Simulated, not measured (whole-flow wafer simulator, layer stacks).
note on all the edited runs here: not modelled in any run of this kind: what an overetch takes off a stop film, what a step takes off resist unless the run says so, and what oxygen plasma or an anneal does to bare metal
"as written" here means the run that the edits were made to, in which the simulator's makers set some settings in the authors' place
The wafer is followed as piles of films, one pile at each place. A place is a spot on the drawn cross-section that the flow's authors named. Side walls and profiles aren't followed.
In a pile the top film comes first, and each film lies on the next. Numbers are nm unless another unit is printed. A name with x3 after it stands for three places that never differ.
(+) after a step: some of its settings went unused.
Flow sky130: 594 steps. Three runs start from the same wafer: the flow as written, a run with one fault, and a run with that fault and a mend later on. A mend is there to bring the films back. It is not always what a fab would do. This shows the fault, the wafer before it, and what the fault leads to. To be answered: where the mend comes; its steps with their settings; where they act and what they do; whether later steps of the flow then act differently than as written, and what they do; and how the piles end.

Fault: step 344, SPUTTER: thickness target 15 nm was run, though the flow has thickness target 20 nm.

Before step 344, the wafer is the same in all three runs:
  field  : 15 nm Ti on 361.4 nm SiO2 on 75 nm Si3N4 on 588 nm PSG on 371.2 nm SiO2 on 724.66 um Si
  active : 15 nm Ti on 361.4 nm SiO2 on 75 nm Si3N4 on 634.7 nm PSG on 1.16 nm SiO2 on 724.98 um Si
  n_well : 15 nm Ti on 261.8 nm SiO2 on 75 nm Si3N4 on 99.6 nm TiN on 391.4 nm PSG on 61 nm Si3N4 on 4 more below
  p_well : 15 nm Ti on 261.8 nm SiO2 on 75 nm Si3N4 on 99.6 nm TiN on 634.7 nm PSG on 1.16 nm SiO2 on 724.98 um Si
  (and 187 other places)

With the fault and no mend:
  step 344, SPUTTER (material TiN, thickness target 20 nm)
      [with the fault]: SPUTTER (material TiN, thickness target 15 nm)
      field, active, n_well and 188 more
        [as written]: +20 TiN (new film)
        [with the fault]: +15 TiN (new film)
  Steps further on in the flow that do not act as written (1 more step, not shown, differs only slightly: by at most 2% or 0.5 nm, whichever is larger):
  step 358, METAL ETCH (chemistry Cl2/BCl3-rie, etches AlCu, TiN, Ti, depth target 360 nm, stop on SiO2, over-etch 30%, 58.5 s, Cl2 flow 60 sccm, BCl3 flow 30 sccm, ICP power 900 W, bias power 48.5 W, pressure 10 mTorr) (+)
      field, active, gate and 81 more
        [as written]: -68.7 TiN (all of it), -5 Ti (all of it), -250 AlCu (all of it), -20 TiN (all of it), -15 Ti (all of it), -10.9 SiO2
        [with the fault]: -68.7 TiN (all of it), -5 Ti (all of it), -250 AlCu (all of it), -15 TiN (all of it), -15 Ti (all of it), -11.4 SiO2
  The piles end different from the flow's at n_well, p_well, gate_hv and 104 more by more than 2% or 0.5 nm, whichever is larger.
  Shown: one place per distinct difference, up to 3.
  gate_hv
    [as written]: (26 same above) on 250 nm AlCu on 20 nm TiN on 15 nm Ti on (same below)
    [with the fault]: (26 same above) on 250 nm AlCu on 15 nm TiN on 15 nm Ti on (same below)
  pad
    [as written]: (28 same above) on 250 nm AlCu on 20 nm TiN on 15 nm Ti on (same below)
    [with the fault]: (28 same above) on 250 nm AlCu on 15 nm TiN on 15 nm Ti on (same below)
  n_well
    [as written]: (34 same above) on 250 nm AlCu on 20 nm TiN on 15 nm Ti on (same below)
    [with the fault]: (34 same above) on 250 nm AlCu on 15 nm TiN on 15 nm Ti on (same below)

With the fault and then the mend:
  The mend stands after step 344.
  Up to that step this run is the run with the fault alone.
  step 344a, SPUTTER (material TiN, thickness target 5 nm) (a further turn of the flow's step 344, with different settings)
      field, active, n_well and 188 more
        +5 TiN
  Later steps of the flow that are run all act as written at every place that is followed.
  By the end, the piles equal the flow's at every place that both follow.
